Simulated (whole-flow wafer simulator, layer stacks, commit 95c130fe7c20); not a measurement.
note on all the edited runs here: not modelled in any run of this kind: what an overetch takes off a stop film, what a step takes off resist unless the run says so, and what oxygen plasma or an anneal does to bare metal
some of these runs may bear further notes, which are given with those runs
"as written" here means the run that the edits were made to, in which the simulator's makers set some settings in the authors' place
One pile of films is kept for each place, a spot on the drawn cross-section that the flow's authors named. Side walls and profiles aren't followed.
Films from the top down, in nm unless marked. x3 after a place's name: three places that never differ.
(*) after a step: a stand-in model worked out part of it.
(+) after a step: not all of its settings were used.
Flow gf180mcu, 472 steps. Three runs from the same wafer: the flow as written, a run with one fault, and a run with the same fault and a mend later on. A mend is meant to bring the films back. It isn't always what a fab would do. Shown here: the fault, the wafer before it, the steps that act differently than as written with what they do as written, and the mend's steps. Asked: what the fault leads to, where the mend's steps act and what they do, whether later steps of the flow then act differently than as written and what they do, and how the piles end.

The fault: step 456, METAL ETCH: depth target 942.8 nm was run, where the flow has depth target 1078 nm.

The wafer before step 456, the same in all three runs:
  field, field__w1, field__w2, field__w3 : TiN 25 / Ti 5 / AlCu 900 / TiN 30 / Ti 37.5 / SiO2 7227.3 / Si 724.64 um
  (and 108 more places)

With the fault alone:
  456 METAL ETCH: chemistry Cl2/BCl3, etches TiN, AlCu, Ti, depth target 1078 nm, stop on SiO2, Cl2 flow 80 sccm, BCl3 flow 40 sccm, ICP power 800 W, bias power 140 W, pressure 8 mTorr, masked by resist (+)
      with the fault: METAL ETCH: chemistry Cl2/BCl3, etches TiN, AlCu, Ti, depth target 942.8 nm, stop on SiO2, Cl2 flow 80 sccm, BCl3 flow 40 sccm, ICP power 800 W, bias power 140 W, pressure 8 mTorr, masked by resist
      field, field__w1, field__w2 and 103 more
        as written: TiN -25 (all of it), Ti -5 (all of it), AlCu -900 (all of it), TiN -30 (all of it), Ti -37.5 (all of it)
        with the fault: TiN -25 (all of it), Ti -5 (all of it), AlCu -900 (all of it), TiN -12.8
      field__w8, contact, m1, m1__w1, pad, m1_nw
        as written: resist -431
        with the fault: resist -377.1
  Later steps of the flow that act differently than as written (3 more steps differ only slightly, by at most 2% or 0.5 nm, whichever is larger, and aren't shown):
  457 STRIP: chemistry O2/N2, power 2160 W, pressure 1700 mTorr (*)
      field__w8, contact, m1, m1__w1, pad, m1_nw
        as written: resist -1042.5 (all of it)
        with the fault: resist -1096.3 (all of it)
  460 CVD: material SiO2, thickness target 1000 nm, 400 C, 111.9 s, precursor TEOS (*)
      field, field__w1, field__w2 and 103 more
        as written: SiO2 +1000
        with the fault: SiO2 +1000 (new film)
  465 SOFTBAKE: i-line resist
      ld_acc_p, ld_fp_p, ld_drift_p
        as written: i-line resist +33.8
        with the fault: i-line resist +31.2
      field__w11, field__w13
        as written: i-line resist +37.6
        with the fault: i-line resist +34.7
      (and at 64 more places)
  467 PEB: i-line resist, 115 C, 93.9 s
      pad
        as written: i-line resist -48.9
        with the fault: i-line resist -49.9
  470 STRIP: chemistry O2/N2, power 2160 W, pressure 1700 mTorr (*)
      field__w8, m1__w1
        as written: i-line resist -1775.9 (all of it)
        with the fault: i-line resist -1827.9 (all of it)
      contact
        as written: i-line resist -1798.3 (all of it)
        with the fault: i-line resist -1848.5 (all of it)
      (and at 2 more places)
  At the end the piles differ from the flow's by more than 2% or 0.5 nm, whichever is larger, at field, field__w1, field__w2 and 103 more.
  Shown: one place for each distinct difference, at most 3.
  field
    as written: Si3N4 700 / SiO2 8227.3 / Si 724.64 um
    with the fault: Si3N4 700 / SiO2 1000 / TiN 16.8 / Ti 37.5 / SiO2 7227.3 / Si 724.64 um
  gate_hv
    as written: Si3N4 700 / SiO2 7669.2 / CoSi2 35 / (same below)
    with the fault: Si3N4 700 / SiO2 1000 / TiN 16.8 / Ti 37.5 / SiO2 6669.2 / CoSi2 35 / (same below)
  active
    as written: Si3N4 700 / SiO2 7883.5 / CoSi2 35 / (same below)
    with the fault: Si3N4 700 / SiO2 1000 / TiN 16.8 / Ti 37.5 / SiO2 6883.5 / CoSi2 35 / (same below)

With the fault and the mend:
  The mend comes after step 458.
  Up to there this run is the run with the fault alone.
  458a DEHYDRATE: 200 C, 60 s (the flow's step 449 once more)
      changes no film at any place that is followed
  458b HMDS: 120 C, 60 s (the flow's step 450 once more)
      changes no film at any place that is followed
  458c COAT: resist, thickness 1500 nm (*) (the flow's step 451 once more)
      iso_ptap_pw, iso_ntap_nw, iso_nw_fld and 33 more
        resist +1500 (new film)
      p_well, sti, spacer, sd_n, mim_1p0, dice_street
        resist +1504.4 (new film)
      field__w2, field__w3, field__w12
        resist +1513.3 (new film)
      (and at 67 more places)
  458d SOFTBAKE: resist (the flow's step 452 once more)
      sd_p_hv, gate_p_hv
        resist -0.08
      field
        resist -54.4
      field__w1
        resist +19.8
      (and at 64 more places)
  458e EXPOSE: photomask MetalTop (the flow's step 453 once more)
      changes no film at any place that is followed
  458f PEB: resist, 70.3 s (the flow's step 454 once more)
      field__w2, field__w3, field__w5 and 41 more
        resist -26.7
      iso_ptap_pw, iso_ntap_nw, iso_nw_fld and 33 more
        resist -26.5
      p_well, sti, spacer, sd_n, mim_1p0, dice_street
        resist -26.6
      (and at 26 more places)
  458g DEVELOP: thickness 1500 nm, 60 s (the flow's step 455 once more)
      iso_ptap_pw, iso_ntap_nw, iso_nw_fld and 33 more
        resist -1473.5 (all of it)
      p_well, sti, spacer, sd_n, mim_1p0, dice_street
        resist -1477.8 (all of it)
      field__w5, field__w9, nplus_u, npoly_u
        resist -1485.5 (all of it)
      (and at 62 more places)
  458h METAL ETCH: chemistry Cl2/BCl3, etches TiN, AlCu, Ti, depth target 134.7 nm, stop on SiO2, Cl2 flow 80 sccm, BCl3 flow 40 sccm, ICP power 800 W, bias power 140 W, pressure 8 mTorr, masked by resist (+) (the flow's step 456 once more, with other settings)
      field, field__w1, field__w2 and 103 more
        TiN -16.8 (all of it), Ti -37.5 (all of it)
      field__w8, contact, m1, m1__w1, pad, m1_nw
        resist -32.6
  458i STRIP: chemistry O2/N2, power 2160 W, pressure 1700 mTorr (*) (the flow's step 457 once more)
      field__w8
        resist -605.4 (all of it)
      contact
        resist -602.3 (all of it)
      m1
        resist -602.8 (all of it)
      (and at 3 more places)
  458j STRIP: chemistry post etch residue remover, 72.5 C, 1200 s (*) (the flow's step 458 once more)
      field__w8, contact, m1, m1__w1, pad, m1_nw
        TiN -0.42
  No later step of the flow acts differently than as written, at any place that is followed, by more than 2% or 0.5 nm, whichever is larger.
  At the end the piles differ from the flow's only slightly at the places that both follow, by at most 2% or 0.5 nm, whichever is larger.
